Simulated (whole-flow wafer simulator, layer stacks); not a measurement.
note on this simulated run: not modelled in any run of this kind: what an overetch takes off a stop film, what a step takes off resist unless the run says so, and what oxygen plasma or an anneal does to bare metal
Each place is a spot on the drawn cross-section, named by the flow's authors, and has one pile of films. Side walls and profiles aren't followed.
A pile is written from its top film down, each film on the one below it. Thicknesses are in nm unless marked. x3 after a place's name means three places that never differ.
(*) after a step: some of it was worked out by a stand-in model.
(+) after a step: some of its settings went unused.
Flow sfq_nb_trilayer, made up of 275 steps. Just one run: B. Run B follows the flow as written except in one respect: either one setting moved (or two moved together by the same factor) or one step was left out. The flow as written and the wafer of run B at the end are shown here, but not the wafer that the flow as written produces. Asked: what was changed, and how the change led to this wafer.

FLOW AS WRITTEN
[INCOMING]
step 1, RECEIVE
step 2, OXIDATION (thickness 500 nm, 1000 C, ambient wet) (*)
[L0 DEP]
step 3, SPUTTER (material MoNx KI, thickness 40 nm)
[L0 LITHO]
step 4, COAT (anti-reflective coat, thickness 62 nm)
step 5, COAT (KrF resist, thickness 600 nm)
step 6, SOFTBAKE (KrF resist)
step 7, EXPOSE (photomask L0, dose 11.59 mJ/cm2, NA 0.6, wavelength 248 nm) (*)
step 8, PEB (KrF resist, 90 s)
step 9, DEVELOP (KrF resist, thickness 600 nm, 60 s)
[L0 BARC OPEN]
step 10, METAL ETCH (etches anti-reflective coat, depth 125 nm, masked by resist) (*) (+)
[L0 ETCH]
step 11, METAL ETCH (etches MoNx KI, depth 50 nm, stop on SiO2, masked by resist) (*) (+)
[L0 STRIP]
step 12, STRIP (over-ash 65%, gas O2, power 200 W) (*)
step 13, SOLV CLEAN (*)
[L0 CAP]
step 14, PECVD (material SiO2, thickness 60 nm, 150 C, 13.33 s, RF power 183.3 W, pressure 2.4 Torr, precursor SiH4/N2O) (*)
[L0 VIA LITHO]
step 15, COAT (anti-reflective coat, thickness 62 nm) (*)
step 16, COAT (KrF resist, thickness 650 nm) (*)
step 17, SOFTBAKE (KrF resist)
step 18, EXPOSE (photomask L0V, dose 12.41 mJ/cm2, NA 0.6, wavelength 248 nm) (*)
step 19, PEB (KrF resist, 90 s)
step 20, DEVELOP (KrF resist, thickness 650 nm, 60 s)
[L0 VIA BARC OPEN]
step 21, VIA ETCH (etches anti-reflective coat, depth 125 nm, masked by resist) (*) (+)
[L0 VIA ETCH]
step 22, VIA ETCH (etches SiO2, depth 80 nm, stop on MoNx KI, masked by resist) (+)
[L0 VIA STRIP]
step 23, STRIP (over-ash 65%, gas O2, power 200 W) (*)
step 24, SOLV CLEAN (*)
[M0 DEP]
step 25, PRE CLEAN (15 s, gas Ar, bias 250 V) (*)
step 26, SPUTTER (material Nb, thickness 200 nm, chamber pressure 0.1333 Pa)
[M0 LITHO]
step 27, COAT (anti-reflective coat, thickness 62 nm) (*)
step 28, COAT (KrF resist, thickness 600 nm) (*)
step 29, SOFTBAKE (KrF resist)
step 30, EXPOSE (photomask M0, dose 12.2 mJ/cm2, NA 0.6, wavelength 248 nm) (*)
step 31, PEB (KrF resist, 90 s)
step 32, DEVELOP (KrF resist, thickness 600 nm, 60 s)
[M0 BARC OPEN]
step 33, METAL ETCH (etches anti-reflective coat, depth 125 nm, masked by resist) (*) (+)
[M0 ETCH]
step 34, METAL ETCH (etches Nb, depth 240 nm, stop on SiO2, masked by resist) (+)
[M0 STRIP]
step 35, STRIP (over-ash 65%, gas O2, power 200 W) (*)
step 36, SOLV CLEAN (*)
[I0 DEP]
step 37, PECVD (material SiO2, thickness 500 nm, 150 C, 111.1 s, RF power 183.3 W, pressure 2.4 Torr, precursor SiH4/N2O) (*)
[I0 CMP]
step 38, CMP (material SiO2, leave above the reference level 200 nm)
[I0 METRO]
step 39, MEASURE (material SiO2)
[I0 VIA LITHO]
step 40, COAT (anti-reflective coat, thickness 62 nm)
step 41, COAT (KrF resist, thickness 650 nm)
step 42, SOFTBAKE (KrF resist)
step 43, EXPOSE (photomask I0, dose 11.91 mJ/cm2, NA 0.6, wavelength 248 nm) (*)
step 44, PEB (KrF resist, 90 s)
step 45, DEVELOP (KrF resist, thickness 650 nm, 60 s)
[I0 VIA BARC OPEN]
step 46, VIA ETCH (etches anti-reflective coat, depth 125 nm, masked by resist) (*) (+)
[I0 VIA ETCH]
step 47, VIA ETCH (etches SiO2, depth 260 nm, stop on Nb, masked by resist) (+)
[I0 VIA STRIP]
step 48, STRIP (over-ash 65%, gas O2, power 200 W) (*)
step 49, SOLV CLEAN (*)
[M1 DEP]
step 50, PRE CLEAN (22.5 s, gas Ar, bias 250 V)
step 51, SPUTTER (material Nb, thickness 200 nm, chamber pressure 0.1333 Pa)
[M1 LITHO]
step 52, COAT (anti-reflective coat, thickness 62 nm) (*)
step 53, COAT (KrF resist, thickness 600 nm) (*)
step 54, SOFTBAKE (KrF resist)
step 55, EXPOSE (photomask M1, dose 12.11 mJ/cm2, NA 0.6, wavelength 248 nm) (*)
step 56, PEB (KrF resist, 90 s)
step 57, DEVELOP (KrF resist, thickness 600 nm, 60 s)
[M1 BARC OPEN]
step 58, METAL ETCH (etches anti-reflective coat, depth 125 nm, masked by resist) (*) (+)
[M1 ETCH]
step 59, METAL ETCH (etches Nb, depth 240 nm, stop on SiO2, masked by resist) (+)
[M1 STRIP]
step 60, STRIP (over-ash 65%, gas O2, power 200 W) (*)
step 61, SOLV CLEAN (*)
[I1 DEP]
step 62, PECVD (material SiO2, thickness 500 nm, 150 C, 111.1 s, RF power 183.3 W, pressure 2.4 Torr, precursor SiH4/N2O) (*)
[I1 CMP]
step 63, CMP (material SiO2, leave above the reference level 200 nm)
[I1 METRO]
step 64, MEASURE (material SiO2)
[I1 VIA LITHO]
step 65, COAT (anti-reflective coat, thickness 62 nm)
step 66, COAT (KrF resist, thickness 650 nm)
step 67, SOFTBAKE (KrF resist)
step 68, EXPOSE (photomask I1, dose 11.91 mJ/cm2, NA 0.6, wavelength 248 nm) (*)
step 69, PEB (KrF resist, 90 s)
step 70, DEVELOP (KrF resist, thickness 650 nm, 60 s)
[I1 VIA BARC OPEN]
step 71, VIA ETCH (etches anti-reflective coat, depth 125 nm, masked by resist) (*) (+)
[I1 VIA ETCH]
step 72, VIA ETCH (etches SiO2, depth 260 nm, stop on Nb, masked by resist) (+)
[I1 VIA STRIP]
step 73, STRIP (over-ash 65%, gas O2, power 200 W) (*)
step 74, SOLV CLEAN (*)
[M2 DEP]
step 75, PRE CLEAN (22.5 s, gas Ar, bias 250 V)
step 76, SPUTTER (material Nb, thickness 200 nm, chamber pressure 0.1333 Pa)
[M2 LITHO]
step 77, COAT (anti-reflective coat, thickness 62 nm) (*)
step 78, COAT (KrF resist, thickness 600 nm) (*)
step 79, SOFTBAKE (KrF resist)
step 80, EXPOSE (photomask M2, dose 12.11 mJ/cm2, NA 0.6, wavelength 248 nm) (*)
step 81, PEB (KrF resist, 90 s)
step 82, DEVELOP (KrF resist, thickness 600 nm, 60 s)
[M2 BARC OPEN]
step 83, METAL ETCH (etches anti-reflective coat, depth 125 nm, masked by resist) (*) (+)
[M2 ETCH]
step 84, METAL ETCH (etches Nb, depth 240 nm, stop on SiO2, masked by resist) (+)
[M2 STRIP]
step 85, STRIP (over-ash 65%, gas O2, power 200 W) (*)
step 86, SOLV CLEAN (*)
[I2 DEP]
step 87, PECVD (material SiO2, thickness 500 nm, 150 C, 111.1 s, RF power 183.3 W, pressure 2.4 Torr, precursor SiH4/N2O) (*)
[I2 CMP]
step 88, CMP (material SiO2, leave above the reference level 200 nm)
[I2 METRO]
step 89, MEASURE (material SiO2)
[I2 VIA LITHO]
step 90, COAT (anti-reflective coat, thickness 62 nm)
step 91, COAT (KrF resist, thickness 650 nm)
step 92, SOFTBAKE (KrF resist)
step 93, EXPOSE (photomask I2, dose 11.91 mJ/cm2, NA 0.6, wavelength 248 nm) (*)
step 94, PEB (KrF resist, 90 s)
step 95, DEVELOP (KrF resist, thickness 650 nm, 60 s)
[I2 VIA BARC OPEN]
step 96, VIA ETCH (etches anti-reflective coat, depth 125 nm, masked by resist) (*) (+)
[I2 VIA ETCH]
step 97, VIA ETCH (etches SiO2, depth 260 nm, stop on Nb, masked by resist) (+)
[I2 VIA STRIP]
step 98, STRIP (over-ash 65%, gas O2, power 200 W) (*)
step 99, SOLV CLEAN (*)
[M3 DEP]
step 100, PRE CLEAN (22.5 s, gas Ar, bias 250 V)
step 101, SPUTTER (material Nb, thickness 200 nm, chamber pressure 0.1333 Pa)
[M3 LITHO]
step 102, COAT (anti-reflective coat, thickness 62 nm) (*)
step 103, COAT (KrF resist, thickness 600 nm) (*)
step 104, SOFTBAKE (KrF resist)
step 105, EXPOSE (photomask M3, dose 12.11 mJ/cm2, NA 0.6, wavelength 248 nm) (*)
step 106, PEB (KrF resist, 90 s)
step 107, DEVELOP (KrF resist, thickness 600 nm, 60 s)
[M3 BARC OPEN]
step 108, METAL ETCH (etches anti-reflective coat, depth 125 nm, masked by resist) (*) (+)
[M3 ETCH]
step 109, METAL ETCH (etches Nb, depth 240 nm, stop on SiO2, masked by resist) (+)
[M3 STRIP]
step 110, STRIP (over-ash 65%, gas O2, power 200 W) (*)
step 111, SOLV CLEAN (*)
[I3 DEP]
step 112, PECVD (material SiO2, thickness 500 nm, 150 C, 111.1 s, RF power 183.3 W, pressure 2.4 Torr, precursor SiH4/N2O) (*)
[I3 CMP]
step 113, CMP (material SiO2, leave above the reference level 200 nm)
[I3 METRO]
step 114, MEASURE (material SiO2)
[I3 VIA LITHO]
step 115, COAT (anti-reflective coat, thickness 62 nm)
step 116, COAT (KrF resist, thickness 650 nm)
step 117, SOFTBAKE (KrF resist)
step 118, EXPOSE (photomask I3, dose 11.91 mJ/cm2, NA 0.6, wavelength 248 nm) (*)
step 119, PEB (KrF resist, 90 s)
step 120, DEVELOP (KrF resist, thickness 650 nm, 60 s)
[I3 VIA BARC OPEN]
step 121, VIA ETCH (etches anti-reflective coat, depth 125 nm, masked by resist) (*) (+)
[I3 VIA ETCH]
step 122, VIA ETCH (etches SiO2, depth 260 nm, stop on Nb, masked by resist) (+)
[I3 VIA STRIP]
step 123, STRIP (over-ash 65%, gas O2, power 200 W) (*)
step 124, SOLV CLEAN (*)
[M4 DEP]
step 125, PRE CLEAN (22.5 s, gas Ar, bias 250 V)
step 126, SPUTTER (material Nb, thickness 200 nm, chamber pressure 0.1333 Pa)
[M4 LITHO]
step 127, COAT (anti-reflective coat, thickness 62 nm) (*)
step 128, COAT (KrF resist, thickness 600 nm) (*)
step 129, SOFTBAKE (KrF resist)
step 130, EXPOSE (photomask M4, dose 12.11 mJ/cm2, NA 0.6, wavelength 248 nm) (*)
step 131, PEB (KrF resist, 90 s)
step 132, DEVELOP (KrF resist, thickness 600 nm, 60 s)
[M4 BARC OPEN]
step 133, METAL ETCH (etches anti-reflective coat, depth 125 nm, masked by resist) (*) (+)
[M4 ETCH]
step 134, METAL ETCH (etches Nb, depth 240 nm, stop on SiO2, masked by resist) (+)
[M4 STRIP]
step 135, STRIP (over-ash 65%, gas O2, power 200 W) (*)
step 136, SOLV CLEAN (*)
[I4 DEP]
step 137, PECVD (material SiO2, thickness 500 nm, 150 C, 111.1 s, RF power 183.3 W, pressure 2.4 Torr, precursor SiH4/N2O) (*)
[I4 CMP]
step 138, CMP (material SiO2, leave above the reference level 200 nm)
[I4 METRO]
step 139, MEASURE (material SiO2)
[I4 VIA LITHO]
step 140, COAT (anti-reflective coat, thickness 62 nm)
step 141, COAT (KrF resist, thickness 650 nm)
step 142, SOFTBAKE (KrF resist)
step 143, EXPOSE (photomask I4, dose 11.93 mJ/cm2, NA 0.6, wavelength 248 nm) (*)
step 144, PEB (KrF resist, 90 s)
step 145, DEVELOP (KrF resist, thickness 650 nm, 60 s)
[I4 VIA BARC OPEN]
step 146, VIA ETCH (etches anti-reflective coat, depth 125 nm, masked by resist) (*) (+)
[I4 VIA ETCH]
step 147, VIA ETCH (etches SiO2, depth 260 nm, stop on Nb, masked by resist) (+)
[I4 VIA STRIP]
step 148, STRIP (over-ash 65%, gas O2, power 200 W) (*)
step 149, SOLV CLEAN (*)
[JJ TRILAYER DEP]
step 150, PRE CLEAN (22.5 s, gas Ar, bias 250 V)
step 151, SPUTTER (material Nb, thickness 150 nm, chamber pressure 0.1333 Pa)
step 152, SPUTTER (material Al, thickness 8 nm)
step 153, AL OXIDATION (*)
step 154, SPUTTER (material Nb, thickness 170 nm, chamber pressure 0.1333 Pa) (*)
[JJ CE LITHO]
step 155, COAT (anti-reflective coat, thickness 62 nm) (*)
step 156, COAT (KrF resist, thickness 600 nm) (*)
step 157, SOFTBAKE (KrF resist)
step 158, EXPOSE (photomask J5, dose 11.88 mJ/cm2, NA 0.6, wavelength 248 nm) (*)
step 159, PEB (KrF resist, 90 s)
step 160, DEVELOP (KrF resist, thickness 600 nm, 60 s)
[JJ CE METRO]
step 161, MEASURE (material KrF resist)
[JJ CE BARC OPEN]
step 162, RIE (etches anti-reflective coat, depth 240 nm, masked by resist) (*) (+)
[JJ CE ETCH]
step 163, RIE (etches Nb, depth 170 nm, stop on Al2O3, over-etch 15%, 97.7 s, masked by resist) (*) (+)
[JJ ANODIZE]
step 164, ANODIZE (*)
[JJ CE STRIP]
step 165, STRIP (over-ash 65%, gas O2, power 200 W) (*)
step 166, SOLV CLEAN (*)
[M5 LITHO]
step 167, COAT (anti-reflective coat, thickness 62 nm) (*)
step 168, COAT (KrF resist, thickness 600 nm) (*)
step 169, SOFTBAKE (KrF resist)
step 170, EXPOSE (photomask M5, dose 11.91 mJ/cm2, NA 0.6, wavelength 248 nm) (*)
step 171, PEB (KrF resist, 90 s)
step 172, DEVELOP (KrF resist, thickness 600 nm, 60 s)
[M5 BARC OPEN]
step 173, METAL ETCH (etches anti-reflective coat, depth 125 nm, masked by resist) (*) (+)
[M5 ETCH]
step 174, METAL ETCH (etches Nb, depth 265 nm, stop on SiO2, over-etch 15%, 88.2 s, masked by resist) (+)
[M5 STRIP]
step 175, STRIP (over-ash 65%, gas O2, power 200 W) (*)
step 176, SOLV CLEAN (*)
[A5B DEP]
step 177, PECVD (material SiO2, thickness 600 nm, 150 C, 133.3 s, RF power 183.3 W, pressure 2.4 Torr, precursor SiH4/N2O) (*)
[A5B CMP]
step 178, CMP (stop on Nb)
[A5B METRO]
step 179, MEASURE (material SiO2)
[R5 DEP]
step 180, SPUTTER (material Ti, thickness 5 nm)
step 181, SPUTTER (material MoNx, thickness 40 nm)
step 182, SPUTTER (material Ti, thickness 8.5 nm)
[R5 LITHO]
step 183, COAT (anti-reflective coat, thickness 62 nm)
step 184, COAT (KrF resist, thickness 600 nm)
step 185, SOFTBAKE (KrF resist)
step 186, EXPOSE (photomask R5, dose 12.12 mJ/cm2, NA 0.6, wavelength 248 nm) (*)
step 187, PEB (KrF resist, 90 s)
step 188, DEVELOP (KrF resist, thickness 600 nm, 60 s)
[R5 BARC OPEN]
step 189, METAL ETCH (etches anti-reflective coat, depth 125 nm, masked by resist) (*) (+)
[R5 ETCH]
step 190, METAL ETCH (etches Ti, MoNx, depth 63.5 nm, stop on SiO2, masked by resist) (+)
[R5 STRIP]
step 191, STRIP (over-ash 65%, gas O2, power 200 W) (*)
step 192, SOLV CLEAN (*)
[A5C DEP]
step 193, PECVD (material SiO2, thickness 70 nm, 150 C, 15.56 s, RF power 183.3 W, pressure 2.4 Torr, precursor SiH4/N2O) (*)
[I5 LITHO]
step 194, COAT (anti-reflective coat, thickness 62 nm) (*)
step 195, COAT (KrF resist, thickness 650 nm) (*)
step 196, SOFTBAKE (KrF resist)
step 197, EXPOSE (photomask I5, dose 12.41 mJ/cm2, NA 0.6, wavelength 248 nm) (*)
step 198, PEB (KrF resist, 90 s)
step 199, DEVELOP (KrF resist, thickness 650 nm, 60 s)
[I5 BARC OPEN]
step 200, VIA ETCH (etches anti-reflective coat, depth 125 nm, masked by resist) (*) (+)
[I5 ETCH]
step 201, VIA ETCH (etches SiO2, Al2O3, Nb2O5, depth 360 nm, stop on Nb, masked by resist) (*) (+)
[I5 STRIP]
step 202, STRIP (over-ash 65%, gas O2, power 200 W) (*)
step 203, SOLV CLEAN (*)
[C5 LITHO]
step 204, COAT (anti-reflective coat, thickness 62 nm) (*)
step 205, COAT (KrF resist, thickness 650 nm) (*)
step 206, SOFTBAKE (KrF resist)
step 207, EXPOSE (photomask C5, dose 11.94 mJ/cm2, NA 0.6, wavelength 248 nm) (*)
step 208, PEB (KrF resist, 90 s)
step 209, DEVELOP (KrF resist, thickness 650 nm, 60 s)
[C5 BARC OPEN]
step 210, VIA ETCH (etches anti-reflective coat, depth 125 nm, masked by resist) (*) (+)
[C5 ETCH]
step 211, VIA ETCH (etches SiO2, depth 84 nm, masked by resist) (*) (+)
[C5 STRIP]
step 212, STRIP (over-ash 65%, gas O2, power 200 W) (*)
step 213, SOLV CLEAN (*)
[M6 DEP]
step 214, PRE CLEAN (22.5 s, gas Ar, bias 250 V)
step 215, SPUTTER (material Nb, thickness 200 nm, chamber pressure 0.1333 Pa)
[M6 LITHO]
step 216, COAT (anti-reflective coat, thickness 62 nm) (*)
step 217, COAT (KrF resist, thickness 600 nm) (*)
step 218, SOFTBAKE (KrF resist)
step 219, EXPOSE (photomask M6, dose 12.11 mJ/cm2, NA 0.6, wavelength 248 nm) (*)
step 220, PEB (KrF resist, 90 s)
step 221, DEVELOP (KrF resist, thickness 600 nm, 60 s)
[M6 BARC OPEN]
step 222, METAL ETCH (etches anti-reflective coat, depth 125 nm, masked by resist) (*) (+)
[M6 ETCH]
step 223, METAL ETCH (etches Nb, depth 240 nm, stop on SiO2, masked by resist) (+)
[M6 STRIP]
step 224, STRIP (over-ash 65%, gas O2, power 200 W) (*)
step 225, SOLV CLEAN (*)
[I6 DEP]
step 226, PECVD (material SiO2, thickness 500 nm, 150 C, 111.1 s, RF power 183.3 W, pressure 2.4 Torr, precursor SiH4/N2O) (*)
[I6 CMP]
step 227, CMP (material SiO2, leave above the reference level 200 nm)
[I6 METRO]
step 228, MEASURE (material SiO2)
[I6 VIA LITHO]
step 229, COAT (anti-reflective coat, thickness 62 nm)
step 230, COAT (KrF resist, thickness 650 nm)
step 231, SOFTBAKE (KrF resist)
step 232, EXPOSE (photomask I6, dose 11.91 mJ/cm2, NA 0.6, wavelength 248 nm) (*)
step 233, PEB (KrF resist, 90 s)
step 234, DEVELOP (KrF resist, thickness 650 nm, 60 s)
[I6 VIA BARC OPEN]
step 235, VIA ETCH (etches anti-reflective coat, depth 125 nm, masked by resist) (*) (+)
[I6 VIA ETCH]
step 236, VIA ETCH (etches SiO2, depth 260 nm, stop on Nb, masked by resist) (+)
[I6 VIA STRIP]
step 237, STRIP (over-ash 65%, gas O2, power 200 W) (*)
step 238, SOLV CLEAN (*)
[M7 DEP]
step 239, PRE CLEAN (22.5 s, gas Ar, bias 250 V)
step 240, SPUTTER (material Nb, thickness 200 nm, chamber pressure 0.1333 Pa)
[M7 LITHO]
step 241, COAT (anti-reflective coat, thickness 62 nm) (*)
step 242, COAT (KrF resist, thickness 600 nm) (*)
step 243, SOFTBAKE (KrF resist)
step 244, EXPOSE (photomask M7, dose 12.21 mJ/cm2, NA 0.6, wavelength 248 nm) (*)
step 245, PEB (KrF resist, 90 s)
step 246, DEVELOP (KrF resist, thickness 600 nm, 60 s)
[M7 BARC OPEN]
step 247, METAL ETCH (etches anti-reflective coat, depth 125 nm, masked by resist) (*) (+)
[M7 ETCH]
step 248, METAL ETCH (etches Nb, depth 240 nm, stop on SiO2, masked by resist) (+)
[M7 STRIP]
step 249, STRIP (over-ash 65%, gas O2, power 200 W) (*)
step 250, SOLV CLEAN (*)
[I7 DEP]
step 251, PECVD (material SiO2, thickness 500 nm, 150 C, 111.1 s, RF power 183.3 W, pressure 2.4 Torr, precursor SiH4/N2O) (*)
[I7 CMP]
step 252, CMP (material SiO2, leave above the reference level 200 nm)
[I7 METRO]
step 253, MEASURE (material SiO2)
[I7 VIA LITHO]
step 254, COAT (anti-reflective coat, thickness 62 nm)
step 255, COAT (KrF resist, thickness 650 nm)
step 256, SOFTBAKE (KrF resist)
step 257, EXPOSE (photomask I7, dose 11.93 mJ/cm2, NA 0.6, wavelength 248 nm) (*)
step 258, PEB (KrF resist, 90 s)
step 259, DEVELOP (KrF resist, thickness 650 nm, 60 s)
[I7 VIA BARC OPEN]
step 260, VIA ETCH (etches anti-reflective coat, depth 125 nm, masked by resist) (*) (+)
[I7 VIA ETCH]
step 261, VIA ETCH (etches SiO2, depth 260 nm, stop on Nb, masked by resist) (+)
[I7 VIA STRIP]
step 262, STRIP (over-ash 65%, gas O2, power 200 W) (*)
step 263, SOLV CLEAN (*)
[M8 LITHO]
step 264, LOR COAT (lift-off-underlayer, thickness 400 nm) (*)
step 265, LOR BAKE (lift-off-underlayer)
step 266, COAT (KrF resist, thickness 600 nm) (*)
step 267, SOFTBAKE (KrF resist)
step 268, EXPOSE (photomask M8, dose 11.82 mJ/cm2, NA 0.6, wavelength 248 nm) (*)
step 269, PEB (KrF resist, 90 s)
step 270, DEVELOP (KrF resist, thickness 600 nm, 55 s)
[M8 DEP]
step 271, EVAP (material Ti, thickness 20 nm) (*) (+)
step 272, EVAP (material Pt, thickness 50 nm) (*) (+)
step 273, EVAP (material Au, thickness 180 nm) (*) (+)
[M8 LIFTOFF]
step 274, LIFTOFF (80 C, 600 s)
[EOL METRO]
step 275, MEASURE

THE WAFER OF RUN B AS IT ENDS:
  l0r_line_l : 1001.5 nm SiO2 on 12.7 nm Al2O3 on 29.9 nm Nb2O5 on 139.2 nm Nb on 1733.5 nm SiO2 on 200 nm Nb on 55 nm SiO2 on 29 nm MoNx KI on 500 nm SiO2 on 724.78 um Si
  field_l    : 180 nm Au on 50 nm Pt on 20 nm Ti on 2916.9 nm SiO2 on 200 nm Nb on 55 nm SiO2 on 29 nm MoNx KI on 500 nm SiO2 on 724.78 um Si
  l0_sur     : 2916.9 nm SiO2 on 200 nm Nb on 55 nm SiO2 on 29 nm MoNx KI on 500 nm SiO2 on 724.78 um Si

The reason: step 3, SPUTTER: thickness 29 nm was run, whereas the flow has thickness 40 nm.
The wafer lets one read it off: l0r_line_l has MoNx KI 29, and step 3 as written asks for 40 nm.

Step by step, how the change led to this:
  step 3, SPUTTER (material MoNx KI, thickness 40 nm)
      field_l, v_sur, via_wl and 103 more: +29 MoNx KI (new film) (as written it would have been: +40 MoNx KI (new film))
  step 11, METAL ETCH (etches MoNx KI, depth 50 nm, stop on SiO2, masked by resist) (*) (+)
      v_sur, via_wl, via_w and 97 more: -29 MoNx KI (all of it) (as written it would have been: -40 MoNx KI (all of it))
      field_l, l0_sur, l0v, l0r_line_l, l0r_line_c, l0r_line_r: -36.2 KrF resist (as written it would have been: -41.7 KrF resist)
  step 15, COAT (anti-reflective coat, thickness 62 nm) (*)
      field_l: +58 anti-reflective coat (new film) (as written it would have been: +56.7 anti-reflective coat (new film))
      v_sur: +69.5 anti-reflective coat (new film) (as written it would have been: +72.2 anti-reflective coat (new film))
      (also at 3 further places)
  step 23, STRIP (over-ash 65%, gas O2, power 200 W) (*)
      field_l: -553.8 KrF resist (all of it), -58 anti-reflective coat (all of it) (as written it would have been: -551.4 KrF resist (all of it), -56.7 anti-reflective coat (all of it))
      v_sur: -567.3 KrF resist (all of it), -69.5 anti-reflective coat (all of it) (as written it would have been: -570.5 KrF resist (all of it), -72.2 anti-reflective coat (all of it))
      (also at 3 further places)
  step 27, COAT (anti-reflective coat, thickness 62 nm) (*)
      field_l: +58.1 anti-reflective coat (new film) (as written it would have been: +56.9 anti-reflective coat (new film))
      v_sur: +69.6 anti-reflective coat (new film) (as written it would have been: +72.3 anti-reflective coat (new film))
      (also at 3 further places)
  step 35, STRIP (over-ash 65%, gas O2, power 200 W) (*)
      field_l: -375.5 KrF resist (all of it), -58.1 anti-reflective coat (all of it) (as written it would have been: -372.9 KrF resist (all of it), -56.9 anti-reflective coat (all of it))
      v_sur: -388.9 KrF resist (all of it), -69.6 anti-reflective coat (all of it) (as written it would have been: -391.6 KrF resist (all of it), -72.3 anti-reflective coat (all of it))
      (also at 3 further places)
  step 38, CMP (material SiO2, leave above the reference level 200 nm)
      field_l, l0_sur, l0r_line_l, l0r_line_c, l0r_line_r: -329 SiO2 (as written it would have been: -340 SiO2)
      l0v: -266.8 SiO2 (as written it would have been: -277.8 SiO2)
